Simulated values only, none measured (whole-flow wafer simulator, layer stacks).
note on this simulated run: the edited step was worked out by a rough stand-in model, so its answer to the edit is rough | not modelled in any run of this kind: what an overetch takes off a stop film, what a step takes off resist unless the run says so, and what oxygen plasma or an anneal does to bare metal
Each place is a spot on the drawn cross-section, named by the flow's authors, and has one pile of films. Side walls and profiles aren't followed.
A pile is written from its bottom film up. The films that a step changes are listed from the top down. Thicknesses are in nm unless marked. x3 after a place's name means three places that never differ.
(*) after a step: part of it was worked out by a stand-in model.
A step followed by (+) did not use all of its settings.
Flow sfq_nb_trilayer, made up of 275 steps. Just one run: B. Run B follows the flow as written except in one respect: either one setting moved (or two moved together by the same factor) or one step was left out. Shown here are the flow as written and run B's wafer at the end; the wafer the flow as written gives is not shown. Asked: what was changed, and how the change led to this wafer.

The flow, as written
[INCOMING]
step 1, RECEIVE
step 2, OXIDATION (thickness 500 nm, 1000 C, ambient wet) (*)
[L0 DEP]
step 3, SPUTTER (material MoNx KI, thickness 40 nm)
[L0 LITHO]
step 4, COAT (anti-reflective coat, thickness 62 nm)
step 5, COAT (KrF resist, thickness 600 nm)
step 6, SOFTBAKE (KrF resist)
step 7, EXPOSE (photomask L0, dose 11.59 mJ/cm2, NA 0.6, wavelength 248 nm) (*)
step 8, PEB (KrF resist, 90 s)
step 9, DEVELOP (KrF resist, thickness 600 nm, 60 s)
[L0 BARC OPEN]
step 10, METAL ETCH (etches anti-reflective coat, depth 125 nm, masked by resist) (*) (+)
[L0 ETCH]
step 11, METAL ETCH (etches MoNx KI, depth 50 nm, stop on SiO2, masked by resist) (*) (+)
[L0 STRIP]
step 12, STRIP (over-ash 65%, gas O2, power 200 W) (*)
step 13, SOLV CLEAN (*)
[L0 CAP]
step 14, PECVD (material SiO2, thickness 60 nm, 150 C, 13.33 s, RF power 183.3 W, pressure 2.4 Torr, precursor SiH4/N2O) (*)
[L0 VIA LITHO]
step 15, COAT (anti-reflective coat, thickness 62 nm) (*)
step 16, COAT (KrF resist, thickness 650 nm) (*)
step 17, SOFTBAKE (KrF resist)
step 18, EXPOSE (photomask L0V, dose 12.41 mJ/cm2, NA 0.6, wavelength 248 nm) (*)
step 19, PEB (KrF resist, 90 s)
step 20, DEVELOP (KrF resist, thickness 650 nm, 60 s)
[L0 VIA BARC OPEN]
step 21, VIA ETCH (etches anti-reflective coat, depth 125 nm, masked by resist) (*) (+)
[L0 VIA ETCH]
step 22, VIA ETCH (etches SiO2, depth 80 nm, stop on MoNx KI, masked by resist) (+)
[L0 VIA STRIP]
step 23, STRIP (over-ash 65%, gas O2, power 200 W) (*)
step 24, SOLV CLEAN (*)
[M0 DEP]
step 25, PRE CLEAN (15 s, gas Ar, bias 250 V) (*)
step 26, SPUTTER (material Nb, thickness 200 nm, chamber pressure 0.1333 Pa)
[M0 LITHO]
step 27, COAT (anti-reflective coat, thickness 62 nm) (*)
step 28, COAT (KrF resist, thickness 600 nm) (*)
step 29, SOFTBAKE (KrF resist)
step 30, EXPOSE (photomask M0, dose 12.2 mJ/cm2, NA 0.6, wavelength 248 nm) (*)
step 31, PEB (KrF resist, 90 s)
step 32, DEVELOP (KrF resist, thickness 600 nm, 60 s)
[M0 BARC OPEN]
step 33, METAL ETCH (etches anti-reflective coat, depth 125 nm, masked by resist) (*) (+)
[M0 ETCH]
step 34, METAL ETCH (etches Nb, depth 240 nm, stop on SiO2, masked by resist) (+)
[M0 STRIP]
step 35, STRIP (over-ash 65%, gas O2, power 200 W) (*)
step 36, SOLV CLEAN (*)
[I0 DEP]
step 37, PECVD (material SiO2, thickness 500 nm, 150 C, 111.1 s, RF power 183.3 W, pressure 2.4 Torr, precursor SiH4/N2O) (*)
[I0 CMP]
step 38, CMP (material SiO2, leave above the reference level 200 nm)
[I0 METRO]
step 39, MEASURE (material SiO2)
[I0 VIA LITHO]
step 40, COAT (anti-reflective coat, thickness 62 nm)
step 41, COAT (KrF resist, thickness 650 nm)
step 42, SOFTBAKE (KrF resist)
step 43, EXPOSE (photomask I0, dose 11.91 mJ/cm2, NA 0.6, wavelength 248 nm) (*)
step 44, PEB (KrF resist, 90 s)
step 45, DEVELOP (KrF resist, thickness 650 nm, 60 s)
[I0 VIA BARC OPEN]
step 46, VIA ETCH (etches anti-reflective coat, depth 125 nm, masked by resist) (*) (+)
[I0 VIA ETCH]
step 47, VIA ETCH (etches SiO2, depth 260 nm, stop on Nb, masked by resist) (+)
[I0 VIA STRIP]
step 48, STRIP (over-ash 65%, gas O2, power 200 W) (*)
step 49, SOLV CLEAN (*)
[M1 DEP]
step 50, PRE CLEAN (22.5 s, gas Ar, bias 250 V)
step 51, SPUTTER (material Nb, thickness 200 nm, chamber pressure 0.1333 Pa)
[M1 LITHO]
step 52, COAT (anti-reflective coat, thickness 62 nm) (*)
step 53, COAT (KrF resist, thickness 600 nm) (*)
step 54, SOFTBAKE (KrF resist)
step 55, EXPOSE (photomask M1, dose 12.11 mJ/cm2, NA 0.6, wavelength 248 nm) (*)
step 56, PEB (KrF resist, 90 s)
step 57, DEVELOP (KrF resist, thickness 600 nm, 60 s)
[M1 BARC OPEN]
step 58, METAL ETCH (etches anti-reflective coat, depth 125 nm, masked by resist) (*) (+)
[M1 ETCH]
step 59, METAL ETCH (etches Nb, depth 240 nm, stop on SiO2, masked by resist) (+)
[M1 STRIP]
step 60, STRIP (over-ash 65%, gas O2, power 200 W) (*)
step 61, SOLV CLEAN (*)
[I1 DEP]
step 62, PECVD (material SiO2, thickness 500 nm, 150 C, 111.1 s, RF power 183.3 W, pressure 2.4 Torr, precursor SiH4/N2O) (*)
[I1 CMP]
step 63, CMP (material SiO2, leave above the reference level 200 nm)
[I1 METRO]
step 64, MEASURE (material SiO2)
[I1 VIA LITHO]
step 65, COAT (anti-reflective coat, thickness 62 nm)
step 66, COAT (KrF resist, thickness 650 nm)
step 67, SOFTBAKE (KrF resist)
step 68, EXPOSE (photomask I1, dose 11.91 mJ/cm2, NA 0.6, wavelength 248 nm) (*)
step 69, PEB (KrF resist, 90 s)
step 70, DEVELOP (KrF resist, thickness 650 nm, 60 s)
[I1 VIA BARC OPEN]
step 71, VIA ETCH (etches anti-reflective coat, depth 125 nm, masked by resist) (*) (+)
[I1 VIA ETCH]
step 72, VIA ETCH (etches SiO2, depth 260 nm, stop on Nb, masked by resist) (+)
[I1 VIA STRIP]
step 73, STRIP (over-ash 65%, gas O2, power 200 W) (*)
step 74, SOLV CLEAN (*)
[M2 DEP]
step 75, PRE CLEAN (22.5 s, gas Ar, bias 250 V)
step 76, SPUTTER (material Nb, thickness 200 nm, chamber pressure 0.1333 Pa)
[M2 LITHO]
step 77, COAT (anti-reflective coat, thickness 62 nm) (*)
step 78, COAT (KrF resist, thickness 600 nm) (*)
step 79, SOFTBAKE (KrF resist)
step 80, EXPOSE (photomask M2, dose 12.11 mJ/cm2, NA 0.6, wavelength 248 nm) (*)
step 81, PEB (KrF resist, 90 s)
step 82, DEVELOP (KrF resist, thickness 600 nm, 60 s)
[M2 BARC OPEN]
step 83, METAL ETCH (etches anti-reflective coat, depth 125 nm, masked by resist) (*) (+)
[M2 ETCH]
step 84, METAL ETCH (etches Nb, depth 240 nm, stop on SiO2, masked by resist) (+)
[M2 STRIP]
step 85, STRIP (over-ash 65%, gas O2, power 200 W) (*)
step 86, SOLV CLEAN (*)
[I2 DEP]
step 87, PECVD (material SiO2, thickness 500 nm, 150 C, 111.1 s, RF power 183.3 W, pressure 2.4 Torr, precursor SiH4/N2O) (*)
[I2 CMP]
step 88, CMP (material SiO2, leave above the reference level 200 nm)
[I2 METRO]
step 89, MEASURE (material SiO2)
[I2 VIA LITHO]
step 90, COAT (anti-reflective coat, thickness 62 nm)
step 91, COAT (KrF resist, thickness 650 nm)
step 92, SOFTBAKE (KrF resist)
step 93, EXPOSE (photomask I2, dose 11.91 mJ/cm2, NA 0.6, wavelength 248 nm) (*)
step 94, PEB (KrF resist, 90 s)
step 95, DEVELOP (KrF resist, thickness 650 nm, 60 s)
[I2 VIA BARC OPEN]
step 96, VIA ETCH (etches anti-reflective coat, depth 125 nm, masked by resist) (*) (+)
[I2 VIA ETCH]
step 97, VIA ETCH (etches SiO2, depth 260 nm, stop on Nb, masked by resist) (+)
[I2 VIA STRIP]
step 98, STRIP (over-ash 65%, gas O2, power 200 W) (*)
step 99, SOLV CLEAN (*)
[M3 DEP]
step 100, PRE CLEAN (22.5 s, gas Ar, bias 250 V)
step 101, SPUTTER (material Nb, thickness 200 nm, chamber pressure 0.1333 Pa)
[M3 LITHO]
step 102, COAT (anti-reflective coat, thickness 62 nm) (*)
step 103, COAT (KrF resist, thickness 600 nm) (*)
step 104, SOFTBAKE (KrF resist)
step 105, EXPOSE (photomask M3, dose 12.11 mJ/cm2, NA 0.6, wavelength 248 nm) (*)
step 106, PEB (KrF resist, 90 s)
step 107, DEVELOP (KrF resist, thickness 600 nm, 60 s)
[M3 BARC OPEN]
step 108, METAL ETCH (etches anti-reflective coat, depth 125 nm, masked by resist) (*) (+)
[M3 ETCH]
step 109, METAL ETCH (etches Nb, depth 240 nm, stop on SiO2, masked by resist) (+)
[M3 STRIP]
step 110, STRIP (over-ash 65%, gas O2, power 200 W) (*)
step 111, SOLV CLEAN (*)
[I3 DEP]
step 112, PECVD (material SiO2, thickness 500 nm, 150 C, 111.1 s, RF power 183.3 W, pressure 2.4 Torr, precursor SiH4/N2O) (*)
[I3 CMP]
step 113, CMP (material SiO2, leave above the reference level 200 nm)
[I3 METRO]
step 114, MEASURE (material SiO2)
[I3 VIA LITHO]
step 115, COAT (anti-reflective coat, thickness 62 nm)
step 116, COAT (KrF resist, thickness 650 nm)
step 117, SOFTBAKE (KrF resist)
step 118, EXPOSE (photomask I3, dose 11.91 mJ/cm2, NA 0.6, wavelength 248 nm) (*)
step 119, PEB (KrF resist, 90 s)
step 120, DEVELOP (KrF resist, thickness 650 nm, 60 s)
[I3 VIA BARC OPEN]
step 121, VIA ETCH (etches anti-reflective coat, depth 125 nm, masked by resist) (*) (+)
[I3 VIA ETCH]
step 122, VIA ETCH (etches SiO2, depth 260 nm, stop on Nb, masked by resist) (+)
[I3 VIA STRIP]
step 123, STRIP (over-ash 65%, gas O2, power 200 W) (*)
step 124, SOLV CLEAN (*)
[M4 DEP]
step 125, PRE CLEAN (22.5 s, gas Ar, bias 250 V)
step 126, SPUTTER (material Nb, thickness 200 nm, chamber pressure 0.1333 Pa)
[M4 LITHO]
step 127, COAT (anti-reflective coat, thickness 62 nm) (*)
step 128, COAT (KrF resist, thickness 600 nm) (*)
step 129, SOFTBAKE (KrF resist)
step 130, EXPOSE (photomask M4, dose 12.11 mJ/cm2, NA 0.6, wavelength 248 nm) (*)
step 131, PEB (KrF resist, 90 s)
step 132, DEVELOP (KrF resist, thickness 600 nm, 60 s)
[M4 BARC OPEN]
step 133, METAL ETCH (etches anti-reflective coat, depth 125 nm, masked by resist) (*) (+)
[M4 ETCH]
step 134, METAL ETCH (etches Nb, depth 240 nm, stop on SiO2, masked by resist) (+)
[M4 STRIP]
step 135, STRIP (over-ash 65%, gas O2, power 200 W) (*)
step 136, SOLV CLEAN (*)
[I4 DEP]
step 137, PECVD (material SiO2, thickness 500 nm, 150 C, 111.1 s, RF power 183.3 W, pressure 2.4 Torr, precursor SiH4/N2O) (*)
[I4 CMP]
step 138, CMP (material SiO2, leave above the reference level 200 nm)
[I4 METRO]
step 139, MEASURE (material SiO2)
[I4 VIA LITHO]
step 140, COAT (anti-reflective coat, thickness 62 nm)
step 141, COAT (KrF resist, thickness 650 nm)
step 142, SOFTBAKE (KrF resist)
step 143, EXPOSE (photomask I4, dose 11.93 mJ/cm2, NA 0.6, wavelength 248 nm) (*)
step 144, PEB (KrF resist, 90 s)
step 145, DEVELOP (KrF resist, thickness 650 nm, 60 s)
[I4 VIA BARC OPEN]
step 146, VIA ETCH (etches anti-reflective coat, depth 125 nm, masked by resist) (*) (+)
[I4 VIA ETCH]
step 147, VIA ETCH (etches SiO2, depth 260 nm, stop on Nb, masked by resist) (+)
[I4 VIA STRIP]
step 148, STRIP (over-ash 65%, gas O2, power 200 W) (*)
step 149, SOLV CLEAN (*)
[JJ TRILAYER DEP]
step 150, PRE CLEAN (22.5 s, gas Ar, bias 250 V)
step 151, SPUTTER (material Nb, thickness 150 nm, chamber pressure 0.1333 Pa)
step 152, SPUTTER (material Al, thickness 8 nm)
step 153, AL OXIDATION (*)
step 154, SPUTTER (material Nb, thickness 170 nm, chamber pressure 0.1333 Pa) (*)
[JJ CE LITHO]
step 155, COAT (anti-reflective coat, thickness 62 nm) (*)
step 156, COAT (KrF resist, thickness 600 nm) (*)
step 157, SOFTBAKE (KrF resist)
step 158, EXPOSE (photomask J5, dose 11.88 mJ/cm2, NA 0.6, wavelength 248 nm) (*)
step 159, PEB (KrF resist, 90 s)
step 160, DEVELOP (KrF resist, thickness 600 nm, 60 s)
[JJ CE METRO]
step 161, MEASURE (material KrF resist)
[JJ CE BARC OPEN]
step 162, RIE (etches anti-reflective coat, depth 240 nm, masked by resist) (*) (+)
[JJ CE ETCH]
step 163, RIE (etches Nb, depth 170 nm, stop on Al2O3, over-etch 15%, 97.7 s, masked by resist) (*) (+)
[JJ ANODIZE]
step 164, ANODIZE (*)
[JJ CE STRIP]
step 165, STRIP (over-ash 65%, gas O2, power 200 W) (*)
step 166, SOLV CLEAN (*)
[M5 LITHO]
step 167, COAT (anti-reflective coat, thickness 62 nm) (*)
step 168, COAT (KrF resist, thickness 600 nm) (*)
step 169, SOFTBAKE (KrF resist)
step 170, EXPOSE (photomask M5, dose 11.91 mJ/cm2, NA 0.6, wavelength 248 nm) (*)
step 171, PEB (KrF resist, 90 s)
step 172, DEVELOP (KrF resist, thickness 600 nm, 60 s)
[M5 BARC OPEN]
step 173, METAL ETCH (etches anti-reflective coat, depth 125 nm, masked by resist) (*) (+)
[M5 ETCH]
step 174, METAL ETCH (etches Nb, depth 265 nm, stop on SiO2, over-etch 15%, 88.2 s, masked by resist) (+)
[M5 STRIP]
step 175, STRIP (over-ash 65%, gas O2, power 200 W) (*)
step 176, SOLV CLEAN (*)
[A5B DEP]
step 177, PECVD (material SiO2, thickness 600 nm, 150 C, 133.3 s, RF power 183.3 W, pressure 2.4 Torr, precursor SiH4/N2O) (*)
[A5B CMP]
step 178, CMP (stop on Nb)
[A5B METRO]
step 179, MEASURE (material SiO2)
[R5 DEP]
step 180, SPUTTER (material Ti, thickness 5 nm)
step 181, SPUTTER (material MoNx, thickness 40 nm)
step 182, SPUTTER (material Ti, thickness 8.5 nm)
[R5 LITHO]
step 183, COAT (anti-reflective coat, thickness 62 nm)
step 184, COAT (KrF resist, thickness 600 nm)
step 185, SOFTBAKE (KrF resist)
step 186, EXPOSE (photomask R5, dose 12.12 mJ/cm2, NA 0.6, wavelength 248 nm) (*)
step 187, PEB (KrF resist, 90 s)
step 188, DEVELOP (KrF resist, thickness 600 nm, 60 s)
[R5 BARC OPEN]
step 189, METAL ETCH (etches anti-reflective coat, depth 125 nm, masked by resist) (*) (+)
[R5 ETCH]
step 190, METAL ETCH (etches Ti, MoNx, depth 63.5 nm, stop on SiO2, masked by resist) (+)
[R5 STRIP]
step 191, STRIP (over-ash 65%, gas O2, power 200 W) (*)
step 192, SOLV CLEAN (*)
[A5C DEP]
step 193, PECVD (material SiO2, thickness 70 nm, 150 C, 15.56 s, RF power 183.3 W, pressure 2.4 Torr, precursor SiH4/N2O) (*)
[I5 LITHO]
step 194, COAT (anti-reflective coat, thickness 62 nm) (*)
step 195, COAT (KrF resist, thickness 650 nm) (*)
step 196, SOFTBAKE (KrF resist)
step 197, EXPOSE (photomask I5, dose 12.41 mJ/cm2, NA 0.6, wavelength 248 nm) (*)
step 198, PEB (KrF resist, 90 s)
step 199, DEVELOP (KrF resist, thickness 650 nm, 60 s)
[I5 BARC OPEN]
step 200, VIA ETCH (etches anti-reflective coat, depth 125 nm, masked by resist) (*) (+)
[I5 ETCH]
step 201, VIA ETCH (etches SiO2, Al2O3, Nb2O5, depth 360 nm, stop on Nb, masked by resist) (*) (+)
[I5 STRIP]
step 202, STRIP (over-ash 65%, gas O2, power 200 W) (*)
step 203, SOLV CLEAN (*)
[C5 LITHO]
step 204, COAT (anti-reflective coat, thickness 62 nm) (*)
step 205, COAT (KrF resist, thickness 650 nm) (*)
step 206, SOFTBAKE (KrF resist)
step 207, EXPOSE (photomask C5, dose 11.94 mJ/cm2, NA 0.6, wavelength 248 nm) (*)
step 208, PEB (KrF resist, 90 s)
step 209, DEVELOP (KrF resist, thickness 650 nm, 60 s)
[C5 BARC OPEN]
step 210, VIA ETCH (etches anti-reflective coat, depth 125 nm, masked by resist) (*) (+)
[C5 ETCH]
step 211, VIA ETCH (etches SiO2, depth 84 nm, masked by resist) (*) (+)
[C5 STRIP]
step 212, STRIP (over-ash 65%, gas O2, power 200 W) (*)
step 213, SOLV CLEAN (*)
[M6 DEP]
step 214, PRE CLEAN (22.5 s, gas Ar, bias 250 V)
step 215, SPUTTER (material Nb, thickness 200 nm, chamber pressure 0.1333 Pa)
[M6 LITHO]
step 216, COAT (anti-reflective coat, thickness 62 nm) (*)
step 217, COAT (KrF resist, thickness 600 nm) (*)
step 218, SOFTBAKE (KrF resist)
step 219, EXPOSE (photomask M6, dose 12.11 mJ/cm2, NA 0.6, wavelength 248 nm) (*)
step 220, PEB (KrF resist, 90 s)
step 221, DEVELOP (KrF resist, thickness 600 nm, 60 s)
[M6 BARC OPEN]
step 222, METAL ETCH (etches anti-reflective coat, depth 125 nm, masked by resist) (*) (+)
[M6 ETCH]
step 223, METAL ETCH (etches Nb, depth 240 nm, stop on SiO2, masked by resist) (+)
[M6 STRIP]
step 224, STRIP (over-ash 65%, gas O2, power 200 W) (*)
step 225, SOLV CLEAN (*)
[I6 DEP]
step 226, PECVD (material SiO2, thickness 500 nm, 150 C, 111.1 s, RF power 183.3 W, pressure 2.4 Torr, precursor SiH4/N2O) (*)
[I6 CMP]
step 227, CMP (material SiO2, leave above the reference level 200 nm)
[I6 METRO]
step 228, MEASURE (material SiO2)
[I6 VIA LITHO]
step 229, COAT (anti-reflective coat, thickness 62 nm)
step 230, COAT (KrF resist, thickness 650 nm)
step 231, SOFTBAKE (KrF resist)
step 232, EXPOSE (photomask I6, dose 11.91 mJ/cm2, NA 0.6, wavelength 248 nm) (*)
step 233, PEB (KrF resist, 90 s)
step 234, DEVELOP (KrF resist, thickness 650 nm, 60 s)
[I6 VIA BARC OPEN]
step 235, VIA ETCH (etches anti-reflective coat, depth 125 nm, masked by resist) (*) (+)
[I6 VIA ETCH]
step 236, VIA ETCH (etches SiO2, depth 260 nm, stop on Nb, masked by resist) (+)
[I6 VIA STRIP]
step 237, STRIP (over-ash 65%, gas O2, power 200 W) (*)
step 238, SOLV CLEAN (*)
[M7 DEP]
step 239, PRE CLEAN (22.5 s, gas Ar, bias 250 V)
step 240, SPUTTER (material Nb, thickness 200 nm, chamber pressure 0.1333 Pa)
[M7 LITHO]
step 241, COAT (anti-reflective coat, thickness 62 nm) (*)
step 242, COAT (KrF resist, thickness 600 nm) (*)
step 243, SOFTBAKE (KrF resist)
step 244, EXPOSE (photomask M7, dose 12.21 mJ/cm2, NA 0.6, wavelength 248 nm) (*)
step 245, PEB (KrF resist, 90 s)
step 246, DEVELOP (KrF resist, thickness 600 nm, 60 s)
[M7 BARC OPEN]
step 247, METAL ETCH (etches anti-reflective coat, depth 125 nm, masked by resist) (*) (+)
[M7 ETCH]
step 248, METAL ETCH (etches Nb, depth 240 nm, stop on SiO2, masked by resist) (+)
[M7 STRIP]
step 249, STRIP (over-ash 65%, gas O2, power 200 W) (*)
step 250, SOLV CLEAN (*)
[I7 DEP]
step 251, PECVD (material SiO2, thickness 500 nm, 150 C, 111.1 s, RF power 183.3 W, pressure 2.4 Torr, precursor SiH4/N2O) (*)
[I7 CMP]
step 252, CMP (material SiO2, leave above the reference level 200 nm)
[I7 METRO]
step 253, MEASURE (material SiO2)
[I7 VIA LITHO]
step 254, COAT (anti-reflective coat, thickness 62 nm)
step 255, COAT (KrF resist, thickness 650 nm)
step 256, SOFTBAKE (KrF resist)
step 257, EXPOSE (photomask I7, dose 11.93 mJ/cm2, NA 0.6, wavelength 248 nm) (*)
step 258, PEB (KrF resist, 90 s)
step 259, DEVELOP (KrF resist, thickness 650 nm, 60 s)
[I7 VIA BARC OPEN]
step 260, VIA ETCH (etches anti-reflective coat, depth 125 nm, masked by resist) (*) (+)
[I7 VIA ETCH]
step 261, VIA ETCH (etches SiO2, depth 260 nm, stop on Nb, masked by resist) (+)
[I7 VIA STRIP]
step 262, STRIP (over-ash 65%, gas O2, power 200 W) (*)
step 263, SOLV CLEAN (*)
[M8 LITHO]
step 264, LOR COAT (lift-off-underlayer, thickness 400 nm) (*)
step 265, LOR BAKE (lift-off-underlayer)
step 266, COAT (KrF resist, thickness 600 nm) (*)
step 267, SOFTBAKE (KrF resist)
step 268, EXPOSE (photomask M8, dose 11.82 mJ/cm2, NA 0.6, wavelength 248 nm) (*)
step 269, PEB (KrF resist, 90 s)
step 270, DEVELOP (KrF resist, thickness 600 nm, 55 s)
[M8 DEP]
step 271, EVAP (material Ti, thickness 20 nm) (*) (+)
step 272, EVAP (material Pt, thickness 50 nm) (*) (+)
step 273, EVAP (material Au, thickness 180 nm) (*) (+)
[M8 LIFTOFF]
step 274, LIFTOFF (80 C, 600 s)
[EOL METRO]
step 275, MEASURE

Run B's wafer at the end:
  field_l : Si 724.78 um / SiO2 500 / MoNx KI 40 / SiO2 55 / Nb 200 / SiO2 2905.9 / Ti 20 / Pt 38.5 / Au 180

The reason: step 272, EVAP: thickness 38.5 nm was run, whereas the flow has thickness 50 nm.
The wafer itself shows it: field_l has Pt 38.5, and step 272 as written asks for 50 nm.

The path from the change to this, step by step:
  step 272, EVAP (material Pt, thickness 50 nm) (*) (+)
      field_l, v_sur, via_wl and 103 more: +38.5 Pt (new film) (as written it would have been: +50 Pt (new film))
  step 274, LIFTOFF (80 C, 600 s)
      p4_fl x3, p4_w1 x3, p4_g1 x2 and 66 more: -180 Au (all of it), -38.5 Pt (all of it), -20 Ti (all of it), -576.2 KrF resist (all of it), -400 lift-off-underlayer (all of it) (as written it would have been: -180 Au (all of it), -50 Pt (all of it), -20 Ti (all of it), -576.2 KrF resist (all of it), -400 lift-off-underlayer (all of it))
      c5j, ce_r: -180 Au (all of it), -38.5 Pt (all of it), -20 Ti (all of it), -573.3 KrF resist (all of it), -399.3 lift-off-underlayer (all of it) (as written it would have been: -180 Au (all of it), -50 Pt (all of it), -20 Ti (all of it), -573.3 KrF resist (all of it), -399.3 lift-off-underlayer (all of it))
      (as well as at 19 more places)
